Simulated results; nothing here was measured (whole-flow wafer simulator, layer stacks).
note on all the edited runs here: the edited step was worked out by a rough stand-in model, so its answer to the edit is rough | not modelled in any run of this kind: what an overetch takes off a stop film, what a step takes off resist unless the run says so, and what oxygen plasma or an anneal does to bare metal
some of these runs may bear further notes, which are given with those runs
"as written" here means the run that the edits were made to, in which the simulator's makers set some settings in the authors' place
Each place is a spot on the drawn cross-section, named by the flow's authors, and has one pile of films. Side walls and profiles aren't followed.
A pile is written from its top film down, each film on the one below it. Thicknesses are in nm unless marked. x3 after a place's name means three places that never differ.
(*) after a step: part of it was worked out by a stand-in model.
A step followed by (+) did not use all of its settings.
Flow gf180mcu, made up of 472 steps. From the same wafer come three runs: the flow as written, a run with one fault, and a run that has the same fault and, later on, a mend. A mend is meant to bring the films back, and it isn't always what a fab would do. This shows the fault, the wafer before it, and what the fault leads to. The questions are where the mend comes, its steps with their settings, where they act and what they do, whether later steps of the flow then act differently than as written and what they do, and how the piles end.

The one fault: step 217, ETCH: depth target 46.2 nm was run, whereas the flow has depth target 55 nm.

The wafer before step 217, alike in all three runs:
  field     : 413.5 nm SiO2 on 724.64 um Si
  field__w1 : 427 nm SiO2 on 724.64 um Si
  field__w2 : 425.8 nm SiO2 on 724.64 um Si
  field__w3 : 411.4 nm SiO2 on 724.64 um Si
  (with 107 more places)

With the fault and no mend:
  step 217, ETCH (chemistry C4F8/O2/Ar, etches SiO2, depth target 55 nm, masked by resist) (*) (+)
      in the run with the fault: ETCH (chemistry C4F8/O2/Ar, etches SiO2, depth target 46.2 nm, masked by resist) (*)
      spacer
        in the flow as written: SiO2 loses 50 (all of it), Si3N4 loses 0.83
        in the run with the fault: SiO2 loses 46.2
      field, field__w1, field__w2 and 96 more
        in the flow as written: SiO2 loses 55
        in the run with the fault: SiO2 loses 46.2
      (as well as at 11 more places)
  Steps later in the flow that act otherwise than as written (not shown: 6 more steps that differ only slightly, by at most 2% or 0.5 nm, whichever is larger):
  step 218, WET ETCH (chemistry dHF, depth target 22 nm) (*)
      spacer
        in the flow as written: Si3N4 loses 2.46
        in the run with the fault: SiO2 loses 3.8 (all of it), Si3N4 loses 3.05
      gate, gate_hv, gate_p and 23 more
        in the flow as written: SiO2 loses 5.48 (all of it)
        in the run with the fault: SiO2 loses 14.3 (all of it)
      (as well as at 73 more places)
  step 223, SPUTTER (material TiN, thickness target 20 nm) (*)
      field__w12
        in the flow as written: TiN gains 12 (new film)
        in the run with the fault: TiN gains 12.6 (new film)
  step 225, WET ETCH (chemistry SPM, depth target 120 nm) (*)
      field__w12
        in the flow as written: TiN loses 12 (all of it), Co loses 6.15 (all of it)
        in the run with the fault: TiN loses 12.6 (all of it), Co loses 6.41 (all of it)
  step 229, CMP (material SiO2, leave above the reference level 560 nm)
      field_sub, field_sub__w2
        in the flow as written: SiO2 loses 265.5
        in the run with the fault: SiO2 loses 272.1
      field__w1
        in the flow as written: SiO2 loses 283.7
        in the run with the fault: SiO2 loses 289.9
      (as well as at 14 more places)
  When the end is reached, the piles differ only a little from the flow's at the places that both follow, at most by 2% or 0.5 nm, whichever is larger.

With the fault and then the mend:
  After step 217 comes the mend.
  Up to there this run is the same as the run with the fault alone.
  step 217a, ETCH (chemistry C4F8/O2/Ar, etches SiO2, depth target 8.8 nm, masked by resist) (*) (+) (the flow's step 217 again, with other settings)
      field, field__w1, field__w2 and 96 more
        SiO2 loses 8.8
      field__w5, field__w9, field__w13 and 8 more
        resist loses 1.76
      spacer
        SiO2 loses 3.8 (all of it), Si3N4 loses 0.83
  Later steps of the flow that are run all act as written at every place that is followed.
  The piles end the same as the flow's at every place that both follow.
